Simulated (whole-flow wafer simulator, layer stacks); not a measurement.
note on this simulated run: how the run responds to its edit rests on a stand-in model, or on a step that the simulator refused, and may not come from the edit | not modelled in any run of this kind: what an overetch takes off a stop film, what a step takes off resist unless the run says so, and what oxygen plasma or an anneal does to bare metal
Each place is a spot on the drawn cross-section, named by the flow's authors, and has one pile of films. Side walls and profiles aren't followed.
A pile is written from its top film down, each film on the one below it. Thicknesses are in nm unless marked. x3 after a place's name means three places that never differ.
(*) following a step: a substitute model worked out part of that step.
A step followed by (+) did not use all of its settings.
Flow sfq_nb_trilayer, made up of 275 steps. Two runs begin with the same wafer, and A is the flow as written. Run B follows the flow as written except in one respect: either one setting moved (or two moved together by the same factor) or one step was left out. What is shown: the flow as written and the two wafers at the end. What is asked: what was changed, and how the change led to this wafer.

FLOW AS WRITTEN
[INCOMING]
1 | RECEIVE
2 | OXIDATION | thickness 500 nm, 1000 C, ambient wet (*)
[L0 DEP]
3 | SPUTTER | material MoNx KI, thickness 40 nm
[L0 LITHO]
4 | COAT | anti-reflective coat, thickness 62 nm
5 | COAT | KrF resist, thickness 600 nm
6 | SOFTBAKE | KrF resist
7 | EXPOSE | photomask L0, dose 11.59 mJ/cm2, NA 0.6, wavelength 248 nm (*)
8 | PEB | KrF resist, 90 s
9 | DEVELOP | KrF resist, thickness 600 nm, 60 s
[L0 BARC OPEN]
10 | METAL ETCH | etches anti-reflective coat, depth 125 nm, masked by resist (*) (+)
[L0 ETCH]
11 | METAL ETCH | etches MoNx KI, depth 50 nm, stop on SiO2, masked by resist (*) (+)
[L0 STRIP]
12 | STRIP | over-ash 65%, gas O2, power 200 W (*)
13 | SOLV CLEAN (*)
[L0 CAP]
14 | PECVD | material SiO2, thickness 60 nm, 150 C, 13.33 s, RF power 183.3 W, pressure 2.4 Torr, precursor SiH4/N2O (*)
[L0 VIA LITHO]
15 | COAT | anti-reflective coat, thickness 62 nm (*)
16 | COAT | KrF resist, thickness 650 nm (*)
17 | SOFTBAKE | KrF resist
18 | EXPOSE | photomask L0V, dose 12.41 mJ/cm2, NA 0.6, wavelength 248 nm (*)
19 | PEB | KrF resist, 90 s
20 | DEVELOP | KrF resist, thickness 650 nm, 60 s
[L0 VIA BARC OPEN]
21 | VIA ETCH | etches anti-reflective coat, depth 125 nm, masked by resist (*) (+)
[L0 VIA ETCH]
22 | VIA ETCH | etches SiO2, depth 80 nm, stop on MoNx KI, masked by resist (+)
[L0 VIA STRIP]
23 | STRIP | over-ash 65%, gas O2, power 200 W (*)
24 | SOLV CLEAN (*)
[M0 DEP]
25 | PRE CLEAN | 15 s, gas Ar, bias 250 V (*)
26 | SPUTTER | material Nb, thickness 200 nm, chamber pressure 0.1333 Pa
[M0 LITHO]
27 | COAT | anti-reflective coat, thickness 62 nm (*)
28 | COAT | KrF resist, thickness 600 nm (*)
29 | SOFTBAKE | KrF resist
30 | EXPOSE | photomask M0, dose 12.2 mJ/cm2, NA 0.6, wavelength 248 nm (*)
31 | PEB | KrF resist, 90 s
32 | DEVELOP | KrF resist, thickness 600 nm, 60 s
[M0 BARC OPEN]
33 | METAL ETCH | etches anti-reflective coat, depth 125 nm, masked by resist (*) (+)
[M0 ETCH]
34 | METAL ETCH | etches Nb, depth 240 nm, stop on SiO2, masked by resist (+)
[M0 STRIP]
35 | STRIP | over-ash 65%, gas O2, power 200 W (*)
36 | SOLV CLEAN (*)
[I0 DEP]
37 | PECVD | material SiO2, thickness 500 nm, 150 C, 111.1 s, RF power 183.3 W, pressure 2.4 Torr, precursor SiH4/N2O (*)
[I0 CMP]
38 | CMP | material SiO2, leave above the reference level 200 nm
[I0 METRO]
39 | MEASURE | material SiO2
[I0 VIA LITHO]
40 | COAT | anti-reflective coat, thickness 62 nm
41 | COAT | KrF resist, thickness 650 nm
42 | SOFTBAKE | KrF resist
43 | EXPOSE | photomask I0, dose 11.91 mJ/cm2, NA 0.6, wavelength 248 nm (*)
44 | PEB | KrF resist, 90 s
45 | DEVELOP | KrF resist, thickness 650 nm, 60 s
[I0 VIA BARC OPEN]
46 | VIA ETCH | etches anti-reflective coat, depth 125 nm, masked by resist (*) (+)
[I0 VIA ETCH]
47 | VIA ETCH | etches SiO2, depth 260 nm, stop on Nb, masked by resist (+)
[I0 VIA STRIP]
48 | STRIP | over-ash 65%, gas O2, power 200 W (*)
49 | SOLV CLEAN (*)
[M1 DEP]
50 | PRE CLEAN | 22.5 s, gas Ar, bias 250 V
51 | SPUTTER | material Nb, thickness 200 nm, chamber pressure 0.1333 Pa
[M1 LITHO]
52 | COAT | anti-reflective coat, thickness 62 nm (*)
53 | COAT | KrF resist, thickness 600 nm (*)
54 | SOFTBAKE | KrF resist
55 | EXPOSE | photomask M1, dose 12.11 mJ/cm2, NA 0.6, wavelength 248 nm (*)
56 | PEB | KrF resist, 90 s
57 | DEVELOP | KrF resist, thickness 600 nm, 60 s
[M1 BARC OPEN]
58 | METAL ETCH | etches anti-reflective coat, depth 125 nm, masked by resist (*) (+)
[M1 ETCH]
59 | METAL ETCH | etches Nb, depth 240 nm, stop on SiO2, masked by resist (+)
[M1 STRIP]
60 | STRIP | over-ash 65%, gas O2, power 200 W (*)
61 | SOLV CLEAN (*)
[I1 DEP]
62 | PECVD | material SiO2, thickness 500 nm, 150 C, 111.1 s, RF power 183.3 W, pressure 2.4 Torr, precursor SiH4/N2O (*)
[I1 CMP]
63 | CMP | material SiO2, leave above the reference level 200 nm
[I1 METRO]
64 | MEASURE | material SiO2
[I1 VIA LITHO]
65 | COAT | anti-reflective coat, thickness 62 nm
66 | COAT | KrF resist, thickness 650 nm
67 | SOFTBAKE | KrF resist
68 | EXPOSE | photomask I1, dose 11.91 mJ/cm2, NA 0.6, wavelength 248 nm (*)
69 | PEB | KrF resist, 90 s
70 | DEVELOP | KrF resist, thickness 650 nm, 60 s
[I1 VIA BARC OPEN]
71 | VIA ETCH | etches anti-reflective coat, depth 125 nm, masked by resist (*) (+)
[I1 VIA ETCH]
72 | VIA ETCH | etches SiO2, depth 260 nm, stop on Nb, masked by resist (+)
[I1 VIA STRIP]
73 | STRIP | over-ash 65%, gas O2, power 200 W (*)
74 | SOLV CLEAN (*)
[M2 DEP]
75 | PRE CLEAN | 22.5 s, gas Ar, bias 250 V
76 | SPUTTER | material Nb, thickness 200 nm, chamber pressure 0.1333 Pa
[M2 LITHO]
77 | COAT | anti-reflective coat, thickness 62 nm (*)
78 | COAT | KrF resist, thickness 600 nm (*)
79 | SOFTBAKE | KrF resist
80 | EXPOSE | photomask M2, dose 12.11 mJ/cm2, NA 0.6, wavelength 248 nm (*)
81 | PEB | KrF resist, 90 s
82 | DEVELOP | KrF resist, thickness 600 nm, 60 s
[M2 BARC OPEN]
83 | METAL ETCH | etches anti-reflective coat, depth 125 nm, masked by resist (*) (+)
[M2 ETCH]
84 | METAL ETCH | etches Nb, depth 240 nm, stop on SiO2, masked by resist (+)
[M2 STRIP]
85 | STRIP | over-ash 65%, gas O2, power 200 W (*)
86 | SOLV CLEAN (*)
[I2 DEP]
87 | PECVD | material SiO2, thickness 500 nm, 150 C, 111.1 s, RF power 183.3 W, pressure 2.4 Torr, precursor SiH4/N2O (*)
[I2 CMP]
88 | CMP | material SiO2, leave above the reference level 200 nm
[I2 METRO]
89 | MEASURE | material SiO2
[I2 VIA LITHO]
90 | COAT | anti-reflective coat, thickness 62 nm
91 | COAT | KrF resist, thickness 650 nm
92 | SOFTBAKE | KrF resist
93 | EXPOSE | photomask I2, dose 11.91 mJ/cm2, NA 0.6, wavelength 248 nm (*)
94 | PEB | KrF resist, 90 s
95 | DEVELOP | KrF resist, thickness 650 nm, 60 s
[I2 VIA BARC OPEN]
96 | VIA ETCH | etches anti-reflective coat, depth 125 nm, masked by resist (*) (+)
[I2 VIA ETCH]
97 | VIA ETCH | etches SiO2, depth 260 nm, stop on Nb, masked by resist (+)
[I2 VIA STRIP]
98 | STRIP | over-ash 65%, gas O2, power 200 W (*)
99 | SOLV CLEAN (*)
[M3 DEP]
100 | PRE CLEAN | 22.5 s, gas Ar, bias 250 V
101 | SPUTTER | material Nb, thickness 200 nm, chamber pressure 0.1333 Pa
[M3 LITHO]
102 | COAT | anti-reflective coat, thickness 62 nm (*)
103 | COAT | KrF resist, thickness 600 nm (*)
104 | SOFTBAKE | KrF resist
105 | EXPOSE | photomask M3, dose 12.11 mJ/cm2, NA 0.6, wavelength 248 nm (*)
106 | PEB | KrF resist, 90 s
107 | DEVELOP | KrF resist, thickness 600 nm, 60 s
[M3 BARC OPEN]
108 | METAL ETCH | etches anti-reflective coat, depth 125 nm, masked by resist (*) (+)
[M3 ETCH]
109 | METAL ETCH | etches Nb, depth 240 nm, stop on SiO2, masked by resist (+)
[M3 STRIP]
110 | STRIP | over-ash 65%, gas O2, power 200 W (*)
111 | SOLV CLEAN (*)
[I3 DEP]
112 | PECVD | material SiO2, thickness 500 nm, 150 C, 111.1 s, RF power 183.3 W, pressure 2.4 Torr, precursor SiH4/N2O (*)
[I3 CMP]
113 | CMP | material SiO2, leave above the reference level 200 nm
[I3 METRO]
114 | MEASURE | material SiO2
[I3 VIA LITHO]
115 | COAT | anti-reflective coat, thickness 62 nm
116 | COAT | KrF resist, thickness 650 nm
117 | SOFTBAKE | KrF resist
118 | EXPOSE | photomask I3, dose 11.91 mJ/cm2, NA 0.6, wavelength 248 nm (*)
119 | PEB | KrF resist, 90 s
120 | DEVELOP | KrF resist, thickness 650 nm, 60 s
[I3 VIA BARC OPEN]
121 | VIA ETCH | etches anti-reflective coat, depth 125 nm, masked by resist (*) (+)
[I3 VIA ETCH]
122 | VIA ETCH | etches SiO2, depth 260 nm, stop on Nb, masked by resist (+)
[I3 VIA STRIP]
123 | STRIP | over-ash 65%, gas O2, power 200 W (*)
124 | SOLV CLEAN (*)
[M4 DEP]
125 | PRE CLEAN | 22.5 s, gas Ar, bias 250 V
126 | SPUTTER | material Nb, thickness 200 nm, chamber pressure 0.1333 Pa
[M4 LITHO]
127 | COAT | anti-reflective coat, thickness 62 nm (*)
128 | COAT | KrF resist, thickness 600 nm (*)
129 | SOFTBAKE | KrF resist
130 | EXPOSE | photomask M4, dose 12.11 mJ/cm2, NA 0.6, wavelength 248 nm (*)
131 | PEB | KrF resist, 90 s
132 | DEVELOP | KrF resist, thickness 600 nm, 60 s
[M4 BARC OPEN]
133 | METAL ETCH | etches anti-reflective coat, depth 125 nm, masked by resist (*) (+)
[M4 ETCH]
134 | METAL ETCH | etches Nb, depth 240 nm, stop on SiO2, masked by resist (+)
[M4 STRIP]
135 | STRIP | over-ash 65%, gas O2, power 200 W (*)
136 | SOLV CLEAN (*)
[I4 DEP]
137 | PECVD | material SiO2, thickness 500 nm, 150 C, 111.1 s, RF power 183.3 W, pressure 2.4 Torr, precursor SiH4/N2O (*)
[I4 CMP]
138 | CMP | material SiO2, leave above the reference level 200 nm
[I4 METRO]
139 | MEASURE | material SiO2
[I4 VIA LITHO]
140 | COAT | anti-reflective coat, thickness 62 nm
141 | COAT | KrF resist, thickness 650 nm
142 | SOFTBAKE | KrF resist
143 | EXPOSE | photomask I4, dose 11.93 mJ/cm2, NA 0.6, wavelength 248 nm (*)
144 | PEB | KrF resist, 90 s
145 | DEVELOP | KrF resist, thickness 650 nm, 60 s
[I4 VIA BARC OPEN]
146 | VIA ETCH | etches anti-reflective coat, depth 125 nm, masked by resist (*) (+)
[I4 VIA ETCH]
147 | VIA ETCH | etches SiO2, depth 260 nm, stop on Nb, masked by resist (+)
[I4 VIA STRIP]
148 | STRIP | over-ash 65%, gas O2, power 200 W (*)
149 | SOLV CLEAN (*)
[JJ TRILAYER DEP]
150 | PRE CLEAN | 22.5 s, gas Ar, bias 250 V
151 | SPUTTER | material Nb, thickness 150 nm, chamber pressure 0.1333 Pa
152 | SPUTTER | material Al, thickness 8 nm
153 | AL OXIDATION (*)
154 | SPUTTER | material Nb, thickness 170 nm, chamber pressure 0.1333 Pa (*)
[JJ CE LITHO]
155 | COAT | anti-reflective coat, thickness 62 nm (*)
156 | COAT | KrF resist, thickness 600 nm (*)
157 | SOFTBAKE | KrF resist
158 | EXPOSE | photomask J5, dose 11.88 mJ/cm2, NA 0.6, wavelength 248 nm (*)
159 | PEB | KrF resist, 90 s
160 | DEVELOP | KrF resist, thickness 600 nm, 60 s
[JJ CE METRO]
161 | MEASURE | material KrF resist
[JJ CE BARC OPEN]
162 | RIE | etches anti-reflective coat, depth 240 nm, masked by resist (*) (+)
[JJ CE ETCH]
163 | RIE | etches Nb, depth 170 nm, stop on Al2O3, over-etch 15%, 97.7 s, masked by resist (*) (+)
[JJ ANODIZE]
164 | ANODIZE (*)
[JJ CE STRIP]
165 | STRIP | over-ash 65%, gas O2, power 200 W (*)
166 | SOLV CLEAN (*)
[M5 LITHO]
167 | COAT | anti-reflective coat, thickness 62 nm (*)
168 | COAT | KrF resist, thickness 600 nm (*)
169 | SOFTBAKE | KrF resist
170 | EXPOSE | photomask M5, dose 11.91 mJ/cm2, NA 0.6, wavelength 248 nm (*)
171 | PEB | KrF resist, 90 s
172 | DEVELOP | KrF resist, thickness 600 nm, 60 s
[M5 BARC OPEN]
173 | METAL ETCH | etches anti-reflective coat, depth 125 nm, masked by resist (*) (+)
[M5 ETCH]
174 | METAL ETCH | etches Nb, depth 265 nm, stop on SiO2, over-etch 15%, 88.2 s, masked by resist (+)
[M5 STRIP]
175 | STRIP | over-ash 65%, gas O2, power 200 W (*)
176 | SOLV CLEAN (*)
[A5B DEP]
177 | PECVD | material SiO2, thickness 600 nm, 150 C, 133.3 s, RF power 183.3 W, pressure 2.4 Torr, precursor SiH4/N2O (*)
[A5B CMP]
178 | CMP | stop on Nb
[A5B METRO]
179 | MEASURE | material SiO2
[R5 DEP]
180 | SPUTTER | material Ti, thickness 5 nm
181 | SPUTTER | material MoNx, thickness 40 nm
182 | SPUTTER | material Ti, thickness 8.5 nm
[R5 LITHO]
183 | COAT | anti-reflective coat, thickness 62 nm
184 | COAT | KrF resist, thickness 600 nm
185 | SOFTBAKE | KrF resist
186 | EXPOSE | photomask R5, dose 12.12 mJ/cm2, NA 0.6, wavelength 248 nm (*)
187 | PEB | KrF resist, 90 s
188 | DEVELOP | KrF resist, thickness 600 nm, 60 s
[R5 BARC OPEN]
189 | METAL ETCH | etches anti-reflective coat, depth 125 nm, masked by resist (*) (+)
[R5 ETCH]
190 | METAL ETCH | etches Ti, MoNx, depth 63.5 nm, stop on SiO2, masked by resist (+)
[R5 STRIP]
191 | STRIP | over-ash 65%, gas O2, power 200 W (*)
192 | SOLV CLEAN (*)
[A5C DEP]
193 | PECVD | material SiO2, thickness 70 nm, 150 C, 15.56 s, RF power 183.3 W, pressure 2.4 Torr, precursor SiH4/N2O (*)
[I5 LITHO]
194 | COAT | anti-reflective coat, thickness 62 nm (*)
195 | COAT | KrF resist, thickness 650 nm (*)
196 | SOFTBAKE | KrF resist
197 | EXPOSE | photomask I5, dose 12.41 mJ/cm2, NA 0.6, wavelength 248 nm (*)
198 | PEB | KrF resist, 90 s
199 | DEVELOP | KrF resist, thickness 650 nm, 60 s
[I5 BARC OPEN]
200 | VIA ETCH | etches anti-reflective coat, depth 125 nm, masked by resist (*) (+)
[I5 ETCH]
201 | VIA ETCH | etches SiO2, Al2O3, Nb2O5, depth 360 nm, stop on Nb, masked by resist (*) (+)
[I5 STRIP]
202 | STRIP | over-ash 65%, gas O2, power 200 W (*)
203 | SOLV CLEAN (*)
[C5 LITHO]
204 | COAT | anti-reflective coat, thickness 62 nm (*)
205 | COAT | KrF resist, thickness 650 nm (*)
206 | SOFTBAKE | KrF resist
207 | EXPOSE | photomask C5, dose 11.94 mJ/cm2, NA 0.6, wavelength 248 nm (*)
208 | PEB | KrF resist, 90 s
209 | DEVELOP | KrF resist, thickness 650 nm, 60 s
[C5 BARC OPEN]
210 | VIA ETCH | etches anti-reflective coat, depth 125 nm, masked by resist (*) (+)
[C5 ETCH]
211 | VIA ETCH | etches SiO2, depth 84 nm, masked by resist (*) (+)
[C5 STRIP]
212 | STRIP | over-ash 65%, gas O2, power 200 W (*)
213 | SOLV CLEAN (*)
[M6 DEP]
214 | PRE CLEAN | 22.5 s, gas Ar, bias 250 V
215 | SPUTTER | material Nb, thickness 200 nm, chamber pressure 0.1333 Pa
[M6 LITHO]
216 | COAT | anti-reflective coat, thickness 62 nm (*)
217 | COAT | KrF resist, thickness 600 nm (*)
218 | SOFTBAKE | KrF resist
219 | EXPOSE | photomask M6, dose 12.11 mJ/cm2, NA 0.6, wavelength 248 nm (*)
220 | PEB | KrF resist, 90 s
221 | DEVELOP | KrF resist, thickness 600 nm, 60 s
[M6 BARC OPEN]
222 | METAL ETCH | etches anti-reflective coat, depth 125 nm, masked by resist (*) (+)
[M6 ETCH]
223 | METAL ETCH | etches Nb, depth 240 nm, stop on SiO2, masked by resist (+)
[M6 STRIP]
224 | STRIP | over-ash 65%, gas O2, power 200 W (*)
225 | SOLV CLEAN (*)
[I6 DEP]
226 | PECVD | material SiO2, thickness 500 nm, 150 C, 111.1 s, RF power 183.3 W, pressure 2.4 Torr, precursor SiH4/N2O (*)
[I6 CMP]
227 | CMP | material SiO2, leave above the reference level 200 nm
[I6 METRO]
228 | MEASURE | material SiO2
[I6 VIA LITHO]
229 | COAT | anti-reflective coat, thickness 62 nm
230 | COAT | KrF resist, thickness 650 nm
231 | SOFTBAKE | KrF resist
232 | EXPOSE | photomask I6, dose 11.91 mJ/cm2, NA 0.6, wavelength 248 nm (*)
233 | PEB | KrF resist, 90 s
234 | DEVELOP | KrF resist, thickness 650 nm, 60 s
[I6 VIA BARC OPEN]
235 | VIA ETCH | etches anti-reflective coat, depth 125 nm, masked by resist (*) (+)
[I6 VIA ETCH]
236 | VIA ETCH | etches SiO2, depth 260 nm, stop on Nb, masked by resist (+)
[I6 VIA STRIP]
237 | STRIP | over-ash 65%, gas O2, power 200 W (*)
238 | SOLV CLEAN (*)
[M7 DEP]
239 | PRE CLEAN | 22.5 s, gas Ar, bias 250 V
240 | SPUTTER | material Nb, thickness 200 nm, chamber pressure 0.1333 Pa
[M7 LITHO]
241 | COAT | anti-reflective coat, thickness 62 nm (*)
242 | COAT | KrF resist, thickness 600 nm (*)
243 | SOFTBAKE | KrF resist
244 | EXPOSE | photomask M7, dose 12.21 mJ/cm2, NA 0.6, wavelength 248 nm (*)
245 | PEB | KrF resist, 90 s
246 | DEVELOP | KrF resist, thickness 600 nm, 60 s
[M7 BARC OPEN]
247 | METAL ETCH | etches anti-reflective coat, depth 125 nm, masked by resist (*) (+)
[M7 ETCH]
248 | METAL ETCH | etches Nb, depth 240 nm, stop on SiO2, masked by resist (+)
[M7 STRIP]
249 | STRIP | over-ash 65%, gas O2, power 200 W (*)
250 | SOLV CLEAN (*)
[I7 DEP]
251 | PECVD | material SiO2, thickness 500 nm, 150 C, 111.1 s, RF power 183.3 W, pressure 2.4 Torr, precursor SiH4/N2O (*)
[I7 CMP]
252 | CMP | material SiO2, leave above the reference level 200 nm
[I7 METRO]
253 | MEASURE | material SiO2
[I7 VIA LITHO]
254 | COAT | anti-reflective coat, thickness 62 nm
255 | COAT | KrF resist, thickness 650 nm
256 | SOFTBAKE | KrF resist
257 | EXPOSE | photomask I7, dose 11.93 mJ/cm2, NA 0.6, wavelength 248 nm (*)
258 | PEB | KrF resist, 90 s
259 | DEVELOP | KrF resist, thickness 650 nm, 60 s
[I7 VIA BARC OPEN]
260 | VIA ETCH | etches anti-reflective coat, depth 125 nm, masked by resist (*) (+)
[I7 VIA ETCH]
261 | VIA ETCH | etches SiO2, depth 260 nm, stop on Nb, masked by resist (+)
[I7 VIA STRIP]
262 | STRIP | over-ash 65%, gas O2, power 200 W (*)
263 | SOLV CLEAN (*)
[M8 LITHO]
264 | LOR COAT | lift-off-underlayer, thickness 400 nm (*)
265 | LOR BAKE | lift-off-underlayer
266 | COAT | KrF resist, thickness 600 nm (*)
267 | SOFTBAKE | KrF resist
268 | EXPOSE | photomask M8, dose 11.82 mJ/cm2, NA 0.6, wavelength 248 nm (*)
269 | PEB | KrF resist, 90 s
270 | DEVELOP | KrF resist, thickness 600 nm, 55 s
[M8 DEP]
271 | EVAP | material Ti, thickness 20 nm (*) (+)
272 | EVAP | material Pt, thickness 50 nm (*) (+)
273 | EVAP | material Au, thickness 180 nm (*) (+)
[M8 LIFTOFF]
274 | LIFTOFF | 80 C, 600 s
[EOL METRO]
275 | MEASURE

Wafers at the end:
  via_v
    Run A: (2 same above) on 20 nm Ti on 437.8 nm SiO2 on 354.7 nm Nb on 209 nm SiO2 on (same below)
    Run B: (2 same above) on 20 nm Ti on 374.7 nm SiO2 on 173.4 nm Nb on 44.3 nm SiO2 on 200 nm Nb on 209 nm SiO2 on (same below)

What caused this: step 236, VIA ETCH: depth 148 nm was run, while the flow as written has depth 260 nm.

Step by step, how the change led to this:
  236 | VIA ETCH | etches SiO2, depth 260 nm, stop on Nb, masked by resist (+)
      via_v: A -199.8 SiO2 (all of it) | B -148 SiO2
      field_l, v_sur, via_wl and 102 more: A -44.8 KrF resist | B -25.5 KrF resist
  237 | STRIP | over-ash 65%, gas O2, power 200 W (*)
      field_l, v_sur, via_wl and 102 more: A -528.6 KrF resist (all of it), -62 anti-reflective coat (all of it) | B -547.9 KrF resist (all of it), -62 anti-reflective coat (all of it)
  239 | PRE CLEAN | 22.5 s, gas Ar, bias 250 V
      via_v: A -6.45 Nb | B -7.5 SiO2
  240 | SPUTTER | material Nb, thickness 200 nm, chamber pressure 0.1333 Pa
      via_v: A +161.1 Nb | B +173.4 Nb (new film)
  241 | COAT | anti-reflective coat, thickness 62 nm (*)
      via_v: A +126 anti-reflective coat (new film) | B +113.4 anti-reflective coat (new film)
  242 | COAT | KrF resist, thickness 600 nm (*)
      via_v: A +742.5 KrF resist (new film) | B +700.3 KrF resist (new film)
  249 | STRIP | over-ash 65%, gas O2, power 200 W (*)
      via_v: A -524.5 KrF resist (all of it), -126 anti-reflective coat (all of it) | B -482.4 KrF resist (all of it), -113.4 anti-reflective coat (all of it)
  251 | PECVD | material SiO2, thickness 500 nm, 150 C, 111.1 s, RF power 183.3 W, pressure 2.4 Torr, precursor SiH4/N2O (*)
      via_v: A +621 SiO2 (new film) | B +531.8 SiO2 (new film)
  252 | CMP | material SiO2, leave above the reference level 200 nm
      via_v: A -183.1 SiO2 | B -157.1 SiO2
If metal films that touch count as one body, via_v has 7 bodies (between them, from the top down: SiO2 374.7; SiO2 44.3; SiO2 209 / Al2O3 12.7 / Nb2O5 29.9; SiO2 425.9; SiO2 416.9; SiO2 192.5); the flow as written gives 6 bodies (between them, from the top down: SiO2 437.8; SiO2 209 / Al2O3 12.7 / Nb2O5 29.9; SiO2 425.9; SiO2 416.9; SiO2 192.5).
